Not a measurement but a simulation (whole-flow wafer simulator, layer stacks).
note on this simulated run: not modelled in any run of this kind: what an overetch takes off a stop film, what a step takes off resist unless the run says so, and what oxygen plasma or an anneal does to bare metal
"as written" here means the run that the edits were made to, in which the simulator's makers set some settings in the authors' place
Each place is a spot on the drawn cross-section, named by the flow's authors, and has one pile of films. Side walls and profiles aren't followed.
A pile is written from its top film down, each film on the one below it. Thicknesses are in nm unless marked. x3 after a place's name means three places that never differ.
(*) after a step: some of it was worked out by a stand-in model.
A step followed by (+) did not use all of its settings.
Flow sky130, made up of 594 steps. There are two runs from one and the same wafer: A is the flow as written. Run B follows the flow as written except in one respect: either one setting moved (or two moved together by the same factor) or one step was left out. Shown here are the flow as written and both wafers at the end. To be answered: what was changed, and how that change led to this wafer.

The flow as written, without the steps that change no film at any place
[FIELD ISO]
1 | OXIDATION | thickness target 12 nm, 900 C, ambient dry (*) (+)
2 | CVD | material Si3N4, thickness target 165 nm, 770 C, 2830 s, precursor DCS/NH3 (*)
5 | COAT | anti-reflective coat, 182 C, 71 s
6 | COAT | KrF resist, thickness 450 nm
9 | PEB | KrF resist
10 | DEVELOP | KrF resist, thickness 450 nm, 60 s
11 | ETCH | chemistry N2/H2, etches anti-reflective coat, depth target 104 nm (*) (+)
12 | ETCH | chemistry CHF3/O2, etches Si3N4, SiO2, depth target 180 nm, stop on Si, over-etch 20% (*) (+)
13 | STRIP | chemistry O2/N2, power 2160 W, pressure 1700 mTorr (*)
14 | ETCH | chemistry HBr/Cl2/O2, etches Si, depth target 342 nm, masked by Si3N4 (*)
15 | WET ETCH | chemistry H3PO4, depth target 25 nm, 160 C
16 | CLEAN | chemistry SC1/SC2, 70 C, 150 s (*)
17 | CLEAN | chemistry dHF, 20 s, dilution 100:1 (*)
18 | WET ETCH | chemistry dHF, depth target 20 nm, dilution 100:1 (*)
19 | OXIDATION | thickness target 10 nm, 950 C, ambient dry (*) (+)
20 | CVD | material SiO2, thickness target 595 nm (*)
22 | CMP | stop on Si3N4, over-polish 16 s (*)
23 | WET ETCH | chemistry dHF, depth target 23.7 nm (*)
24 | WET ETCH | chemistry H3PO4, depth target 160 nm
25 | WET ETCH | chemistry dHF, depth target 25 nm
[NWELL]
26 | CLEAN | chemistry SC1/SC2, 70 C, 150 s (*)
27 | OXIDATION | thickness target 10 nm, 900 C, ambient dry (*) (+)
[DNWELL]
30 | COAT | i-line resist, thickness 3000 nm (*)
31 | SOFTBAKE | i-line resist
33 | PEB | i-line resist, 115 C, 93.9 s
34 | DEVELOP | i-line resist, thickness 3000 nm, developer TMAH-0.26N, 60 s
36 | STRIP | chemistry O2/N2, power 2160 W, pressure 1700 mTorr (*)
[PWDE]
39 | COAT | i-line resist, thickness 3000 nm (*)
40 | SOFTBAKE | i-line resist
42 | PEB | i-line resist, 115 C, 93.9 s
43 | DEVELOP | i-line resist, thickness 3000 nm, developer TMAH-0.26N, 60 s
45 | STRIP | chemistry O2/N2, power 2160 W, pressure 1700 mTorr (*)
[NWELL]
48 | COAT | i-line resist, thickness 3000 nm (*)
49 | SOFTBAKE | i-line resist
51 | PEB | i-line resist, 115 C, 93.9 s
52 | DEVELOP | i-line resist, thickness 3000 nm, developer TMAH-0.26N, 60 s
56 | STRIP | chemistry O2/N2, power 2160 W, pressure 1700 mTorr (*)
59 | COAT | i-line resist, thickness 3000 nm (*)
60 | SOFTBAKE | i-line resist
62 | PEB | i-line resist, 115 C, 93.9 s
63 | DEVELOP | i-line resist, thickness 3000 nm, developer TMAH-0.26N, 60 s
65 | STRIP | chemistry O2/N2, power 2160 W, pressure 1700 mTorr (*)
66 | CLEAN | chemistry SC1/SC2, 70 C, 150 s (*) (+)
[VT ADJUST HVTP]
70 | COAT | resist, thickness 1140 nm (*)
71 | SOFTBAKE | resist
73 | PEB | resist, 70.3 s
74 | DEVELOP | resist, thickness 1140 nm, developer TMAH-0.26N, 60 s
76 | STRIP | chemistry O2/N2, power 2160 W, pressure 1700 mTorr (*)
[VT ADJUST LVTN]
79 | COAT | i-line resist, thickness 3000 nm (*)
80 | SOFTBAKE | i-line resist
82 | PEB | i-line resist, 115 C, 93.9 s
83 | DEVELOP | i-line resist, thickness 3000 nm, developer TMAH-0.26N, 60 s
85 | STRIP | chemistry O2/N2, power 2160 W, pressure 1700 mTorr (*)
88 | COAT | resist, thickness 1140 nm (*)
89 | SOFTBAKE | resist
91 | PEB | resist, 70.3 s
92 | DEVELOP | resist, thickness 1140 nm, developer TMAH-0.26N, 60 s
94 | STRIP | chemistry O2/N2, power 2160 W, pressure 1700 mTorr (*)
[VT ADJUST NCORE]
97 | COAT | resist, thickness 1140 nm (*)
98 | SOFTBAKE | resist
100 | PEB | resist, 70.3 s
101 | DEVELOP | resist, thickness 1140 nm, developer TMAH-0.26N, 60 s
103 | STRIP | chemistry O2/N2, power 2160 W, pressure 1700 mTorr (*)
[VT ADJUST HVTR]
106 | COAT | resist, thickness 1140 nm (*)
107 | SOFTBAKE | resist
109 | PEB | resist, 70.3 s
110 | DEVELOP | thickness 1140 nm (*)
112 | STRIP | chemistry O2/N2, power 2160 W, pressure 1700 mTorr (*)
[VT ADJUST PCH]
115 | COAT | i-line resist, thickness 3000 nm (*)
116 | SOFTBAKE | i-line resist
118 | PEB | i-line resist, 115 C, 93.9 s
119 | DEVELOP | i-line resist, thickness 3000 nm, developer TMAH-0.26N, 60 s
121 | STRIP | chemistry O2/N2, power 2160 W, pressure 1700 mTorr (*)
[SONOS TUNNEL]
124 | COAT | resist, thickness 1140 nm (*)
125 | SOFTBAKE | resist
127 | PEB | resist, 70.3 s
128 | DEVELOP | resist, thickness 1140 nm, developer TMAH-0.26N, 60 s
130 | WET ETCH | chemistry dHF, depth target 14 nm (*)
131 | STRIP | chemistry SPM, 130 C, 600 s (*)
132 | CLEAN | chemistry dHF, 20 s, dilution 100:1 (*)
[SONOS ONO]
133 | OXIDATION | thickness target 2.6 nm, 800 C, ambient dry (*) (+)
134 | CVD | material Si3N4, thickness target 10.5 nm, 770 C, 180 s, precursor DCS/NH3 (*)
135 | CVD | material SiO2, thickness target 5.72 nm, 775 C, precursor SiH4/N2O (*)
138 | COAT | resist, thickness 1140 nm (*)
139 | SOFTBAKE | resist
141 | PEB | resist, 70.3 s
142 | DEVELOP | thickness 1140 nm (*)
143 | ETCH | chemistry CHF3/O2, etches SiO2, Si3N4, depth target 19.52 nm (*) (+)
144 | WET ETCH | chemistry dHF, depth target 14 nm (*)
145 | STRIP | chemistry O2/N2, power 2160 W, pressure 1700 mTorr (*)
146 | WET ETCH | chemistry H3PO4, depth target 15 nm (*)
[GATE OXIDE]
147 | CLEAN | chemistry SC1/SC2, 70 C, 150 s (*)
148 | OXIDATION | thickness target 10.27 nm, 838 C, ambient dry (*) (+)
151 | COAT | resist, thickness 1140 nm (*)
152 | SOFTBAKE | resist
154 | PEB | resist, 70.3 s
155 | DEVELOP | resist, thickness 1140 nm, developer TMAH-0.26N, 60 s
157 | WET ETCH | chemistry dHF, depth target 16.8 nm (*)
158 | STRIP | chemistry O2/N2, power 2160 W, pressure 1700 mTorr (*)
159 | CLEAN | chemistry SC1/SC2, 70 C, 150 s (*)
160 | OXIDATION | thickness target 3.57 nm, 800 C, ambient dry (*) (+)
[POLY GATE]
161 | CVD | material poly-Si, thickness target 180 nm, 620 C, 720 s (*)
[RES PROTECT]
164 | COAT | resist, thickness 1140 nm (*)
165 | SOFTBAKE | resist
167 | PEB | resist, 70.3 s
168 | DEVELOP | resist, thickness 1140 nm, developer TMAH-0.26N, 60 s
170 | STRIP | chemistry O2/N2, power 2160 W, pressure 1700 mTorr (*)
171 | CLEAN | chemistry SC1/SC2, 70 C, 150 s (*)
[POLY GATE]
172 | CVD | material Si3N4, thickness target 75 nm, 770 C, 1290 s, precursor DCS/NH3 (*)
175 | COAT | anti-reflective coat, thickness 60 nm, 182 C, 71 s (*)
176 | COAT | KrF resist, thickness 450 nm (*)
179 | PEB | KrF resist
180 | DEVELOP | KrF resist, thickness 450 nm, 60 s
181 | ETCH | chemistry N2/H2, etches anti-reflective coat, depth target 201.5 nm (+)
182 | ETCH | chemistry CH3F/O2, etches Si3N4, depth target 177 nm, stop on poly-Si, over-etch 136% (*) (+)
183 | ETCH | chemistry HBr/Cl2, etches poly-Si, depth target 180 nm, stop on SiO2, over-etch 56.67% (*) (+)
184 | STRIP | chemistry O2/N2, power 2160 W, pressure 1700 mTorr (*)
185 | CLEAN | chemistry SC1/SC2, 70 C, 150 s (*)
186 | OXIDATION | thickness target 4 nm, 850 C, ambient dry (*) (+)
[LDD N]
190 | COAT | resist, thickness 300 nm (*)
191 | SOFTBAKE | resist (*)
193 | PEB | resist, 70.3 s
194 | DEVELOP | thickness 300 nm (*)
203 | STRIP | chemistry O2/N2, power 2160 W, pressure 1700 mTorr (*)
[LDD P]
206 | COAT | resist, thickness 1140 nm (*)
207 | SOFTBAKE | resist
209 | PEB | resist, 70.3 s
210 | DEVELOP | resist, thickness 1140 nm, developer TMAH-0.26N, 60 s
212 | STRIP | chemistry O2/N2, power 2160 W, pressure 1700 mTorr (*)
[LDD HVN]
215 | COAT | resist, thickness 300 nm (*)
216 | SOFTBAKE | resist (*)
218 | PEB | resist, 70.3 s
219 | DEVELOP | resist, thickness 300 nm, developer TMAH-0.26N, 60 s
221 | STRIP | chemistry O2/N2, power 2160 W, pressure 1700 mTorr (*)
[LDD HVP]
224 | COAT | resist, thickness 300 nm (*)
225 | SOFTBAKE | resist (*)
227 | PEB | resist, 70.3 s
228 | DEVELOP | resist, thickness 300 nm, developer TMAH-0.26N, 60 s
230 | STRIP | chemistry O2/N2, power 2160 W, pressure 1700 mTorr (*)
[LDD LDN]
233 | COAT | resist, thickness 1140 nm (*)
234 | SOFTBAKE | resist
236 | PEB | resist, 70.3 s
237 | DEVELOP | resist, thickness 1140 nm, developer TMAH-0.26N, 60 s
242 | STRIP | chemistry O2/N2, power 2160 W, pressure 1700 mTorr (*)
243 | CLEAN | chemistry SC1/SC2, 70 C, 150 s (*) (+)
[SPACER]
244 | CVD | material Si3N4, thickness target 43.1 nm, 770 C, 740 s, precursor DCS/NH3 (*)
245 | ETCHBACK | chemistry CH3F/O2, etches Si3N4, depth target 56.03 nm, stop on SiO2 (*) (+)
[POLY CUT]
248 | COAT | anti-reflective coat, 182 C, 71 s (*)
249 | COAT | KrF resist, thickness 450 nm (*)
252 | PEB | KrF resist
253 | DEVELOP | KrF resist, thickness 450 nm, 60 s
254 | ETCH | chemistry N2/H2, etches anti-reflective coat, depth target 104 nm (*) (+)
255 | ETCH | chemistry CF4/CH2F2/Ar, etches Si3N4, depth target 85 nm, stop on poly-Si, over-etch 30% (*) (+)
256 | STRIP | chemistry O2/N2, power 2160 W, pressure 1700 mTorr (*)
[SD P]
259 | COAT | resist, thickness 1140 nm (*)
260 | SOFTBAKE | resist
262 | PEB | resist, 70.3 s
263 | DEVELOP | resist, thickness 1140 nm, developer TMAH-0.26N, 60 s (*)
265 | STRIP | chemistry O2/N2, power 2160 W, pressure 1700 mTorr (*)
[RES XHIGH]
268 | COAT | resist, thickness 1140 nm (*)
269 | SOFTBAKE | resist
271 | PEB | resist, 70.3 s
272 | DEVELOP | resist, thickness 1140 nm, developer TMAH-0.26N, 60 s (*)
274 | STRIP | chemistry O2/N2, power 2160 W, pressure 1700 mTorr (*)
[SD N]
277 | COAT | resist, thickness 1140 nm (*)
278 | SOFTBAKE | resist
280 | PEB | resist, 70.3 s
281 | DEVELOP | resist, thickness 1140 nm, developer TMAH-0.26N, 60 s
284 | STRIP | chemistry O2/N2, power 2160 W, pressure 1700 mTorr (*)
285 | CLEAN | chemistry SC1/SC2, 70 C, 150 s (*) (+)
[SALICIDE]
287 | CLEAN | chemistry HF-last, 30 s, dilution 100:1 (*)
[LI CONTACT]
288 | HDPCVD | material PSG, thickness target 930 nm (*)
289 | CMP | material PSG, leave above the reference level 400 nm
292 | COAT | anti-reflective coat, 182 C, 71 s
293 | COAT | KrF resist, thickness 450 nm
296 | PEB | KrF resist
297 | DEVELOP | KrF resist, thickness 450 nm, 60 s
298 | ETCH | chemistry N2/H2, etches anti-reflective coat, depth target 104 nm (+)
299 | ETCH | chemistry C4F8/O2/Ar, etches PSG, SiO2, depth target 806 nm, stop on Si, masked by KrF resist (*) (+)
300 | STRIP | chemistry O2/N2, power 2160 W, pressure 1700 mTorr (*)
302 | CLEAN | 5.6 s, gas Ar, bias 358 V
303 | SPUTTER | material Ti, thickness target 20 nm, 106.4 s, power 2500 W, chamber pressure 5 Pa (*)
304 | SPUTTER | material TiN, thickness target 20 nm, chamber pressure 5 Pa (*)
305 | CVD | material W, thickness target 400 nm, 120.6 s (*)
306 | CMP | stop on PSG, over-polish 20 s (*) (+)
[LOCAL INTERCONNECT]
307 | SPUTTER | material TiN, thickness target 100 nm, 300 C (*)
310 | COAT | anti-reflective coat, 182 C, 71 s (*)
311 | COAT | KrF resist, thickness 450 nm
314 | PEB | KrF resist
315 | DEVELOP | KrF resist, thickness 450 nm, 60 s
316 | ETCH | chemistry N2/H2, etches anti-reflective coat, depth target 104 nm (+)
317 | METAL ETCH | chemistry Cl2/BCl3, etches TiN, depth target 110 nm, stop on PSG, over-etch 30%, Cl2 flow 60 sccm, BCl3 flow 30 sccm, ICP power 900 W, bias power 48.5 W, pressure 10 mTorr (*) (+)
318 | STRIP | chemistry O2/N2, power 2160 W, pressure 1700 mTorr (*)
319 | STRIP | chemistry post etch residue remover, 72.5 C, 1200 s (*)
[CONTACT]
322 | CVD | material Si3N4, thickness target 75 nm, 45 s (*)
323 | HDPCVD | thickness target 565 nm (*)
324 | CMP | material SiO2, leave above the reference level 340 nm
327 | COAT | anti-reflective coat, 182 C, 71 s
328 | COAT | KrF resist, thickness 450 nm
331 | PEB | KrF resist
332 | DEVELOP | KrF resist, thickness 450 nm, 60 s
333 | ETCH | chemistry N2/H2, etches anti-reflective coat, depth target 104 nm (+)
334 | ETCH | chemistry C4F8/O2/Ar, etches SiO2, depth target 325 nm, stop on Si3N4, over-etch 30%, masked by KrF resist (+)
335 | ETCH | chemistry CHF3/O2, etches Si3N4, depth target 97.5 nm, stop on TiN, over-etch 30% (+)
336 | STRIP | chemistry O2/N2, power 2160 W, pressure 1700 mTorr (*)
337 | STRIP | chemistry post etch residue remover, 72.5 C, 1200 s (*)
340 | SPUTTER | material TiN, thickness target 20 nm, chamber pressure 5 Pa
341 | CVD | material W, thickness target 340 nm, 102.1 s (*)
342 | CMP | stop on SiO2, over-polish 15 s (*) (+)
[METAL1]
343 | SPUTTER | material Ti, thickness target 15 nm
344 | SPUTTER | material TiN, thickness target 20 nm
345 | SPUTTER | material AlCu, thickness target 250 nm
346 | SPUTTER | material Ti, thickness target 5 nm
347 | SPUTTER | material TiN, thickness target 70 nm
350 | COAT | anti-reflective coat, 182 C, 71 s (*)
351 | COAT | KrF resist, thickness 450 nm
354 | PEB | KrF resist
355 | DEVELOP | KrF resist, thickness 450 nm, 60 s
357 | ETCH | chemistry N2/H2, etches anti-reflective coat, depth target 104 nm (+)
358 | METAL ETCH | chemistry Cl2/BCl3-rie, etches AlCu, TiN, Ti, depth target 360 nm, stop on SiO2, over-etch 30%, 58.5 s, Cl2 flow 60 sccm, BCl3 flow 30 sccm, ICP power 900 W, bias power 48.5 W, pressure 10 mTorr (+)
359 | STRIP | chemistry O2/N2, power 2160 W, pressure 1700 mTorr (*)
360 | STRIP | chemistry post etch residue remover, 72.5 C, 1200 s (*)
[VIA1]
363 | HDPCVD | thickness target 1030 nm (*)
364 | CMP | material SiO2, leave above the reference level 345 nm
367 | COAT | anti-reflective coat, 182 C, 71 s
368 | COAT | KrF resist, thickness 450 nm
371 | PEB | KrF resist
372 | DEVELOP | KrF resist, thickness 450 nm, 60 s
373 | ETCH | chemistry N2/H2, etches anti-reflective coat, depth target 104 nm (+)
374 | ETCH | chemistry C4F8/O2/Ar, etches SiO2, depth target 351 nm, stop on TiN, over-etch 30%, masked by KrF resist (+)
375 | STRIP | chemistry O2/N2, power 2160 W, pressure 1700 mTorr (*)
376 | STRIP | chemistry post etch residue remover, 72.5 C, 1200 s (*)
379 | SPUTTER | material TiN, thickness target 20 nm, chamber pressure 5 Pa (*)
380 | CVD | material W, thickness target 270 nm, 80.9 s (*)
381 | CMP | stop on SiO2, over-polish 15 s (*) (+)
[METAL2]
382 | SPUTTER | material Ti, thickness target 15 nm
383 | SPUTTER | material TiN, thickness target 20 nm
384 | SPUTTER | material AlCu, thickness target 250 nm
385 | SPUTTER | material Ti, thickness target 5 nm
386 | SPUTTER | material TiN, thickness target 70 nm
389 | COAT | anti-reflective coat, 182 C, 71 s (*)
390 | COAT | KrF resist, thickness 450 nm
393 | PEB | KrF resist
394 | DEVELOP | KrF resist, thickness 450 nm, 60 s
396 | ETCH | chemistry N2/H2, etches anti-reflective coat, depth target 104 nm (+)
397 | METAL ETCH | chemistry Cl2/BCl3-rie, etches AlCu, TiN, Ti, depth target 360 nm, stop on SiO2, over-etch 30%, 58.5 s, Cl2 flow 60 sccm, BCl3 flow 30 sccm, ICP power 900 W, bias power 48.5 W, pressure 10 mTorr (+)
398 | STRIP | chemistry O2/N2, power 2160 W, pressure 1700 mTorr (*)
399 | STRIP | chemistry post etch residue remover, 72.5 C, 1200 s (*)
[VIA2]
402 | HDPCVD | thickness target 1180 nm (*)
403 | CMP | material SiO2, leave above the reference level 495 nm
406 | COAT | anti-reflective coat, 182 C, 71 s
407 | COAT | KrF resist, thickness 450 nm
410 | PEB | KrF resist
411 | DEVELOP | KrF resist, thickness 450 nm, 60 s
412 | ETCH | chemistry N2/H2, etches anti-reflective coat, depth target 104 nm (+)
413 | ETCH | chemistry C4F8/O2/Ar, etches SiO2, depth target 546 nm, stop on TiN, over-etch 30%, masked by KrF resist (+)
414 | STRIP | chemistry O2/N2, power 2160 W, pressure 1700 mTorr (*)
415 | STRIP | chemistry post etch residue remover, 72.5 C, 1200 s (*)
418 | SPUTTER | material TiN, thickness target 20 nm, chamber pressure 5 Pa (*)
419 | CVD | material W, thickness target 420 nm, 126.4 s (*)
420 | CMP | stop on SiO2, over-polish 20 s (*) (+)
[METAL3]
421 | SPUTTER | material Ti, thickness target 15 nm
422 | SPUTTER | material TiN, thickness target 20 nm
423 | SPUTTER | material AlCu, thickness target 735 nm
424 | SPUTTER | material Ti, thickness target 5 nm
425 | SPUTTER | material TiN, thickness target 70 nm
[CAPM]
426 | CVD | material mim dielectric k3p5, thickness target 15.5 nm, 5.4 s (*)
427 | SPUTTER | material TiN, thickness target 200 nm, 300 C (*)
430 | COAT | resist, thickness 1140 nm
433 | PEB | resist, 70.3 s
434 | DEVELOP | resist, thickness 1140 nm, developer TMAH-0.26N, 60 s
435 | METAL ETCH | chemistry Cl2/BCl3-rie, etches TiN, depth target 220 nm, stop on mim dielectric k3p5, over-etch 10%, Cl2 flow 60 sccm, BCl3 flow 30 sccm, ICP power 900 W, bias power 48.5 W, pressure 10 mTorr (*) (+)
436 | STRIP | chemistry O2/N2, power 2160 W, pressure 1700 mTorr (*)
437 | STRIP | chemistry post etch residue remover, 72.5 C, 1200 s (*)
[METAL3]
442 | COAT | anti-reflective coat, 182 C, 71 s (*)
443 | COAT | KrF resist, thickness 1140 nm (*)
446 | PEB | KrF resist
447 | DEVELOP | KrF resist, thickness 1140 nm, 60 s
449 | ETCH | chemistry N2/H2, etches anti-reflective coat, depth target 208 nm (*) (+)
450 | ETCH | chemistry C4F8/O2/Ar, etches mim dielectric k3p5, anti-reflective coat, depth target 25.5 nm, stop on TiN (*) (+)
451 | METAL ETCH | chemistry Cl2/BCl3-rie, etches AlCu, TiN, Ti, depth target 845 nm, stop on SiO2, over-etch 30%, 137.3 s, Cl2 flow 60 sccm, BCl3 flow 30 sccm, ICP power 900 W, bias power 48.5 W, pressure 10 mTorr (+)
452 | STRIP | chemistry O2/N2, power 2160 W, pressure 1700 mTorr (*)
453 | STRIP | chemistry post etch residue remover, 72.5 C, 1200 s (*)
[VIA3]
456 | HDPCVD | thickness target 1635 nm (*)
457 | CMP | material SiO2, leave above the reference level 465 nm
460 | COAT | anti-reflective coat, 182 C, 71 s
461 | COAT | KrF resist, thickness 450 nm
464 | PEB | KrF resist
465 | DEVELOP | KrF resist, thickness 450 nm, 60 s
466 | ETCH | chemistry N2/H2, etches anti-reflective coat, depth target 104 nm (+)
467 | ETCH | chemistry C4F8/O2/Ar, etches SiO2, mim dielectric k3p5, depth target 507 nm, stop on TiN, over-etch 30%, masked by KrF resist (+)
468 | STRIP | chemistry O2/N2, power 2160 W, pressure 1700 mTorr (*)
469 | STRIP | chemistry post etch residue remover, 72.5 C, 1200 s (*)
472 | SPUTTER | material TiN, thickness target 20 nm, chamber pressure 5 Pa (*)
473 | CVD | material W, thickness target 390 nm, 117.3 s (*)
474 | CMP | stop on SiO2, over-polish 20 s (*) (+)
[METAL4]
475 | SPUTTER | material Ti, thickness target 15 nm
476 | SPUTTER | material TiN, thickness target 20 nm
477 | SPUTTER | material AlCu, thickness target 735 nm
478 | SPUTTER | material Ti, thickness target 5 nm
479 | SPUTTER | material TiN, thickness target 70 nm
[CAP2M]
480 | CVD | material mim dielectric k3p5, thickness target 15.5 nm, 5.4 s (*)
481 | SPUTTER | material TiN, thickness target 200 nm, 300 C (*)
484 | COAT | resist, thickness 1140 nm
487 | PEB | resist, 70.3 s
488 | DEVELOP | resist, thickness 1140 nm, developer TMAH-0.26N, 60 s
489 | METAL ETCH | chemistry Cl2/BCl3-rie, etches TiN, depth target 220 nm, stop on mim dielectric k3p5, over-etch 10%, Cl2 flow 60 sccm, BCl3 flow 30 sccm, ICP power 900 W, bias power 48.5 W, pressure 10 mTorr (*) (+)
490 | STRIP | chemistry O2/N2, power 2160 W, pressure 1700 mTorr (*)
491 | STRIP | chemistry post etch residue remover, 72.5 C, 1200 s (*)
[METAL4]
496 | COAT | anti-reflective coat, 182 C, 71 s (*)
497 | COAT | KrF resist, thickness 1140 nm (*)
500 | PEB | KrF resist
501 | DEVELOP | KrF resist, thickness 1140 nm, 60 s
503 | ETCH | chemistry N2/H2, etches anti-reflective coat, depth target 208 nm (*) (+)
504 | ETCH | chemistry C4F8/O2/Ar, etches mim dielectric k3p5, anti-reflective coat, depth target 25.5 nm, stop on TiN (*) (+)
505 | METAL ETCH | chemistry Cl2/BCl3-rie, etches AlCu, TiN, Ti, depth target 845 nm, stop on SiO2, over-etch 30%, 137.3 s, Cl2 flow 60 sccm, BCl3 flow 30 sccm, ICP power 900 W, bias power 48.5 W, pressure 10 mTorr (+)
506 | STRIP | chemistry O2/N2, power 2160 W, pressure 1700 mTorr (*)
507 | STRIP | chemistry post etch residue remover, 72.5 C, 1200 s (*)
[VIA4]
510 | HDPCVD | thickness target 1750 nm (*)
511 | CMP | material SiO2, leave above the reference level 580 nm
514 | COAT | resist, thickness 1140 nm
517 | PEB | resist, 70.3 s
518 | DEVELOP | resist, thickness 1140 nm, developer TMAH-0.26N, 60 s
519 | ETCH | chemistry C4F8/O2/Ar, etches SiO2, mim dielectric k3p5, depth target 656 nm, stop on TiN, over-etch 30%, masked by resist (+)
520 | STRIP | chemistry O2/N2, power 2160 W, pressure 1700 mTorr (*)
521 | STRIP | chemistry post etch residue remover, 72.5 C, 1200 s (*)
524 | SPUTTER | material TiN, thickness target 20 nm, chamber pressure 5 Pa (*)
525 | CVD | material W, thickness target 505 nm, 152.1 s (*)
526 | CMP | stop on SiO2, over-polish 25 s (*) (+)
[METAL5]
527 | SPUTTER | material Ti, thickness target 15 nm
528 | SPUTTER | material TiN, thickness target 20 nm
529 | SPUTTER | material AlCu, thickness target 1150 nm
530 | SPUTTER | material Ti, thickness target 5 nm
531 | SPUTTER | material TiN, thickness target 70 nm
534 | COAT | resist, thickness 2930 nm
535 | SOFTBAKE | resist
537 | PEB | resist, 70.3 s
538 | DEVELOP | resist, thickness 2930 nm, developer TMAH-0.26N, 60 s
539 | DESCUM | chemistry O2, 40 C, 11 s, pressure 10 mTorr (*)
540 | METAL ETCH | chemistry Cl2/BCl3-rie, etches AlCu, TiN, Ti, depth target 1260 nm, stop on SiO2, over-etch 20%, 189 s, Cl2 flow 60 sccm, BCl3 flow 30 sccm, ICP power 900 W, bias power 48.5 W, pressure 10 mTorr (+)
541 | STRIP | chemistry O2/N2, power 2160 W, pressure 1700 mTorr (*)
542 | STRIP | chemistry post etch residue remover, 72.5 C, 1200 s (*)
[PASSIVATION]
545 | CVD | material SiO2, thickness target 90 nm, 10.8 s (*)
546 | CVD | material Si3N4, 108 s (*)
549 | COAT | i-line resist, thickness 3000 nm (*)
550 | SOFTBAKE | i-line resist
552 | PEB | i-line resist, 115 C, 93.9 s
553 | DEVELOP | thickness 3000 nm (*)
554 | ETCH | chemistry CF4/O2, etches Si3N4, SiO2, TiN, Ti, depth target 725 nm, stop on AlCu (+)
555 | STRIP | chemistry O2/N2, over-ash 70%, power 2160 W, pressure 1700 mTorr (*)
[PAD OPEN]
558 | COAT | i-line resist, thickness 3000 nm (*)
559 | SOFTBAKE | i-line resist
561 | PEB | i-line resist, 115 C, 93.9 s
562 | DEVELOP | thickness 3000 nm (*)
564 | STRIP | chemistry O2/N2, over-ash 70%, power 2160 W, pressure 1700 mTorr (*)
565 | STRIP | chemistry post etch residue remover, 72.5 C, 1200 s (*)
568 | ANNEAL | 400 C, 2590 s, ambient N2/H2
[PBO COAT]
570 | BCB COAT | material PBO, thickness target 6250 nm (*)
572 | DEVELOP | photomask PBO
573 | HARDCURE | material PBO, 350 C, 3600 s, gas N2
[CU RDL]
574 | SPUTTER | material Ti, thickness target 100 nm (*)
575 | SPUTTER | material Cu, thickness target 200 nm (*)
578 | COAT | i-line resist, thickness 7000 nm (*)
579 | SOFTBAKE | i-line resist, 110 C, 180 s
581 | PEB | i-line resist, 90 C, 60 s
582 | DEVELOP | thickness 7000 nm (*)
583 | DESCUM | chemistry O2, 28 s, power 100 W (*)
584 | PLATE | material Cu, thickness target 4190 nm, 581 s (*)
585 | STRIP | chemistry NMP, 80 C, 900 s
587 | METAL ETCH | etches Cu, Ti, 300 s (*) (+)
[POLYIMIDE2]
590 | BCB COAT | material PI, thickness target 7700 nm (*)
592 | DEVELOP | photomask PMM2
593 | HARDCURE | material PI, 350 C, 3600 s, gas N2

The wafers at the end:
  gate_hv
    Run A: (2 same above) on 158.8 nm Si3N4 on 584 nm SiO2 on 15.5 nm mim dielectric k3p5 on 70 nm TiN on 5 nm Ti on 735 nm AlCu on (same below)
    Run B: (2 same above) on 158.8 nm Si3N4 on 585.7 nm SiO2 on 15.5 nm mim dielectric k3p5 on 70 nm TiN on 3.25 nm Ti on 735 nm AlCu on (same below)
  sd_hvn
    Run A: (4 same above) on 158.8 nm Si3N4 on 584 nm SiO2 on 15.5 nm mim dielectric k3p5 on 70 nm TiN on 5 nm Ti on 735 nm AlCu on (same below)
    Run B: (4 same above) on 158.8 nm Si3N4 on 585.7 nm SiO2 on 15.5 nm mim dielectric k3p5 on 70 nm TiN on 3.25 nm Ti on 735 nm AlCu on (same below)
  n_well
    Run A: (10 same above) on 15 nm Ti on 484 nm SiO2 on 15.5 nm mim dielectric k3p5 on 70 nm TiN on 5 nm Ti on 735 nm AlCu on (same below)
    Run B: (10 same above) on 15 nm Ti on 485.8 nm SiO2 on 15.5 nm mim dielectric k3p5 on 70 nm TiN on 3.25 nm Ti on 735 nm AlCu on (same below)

Cause: step 478, SPUTTER: thickness target 3.25 nm was run, though the flow has thickness target 5 nm.
One can read it off the wafer: gate_hv has Ti 3.25, and step 478 as written asks for 5 nm.

How this came from the change, step by step:
  478 | SPUTTER | material Ti, thickness target 5 nm
      field, active, n_well and 189 more: A Ti gains 5 (new film) | B Ti gains 3.25 (new film)
  505 | METAL ETCH | chemistry Cl2/BCl3-rie, etches AlCu, TiN, Ti, depth target 845 nm, stop on SiO2, over-etch 30%, 137.3 s, Cl2 flow 60 sccm, BCl3 flow 30 sccm, ICP power 900 W, bias power 48.5 W, pressure 10 mTorr (+)
      field, gate, spacer and 68 more: A TiN loses 70 (all of it), Ti loses 5 (all of it), AlCu loses 735 (all of it), TiN loses 20 (all of it), Ti loses 15 (all of it), SiO2 loses 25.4 | B TiN loses 70 (all of it), Ti loses 3.25 (all of it), AlCu loses 735 (all of it), TiN loses 20 (all of it), Ti loses 15 (all of it), SiO2 loses 25.5
      active, vpp_iso1, mim_edge_plate and 14 more: A TiN loses 70 (all of it), Ti loses 5 (all of it), AlCu loses 735 (all of it), TiN loses 20 (all of it), Ti loses 15 (all of it), SiO2 loses 25.3 | B TiN loses 70 (all of it), Ti loses 3.25 (all of it), AlCu loses 735 (all of it), TiN loses 20 (all of it), Ti loses 15 (all of it), SiO2 loses 25.5
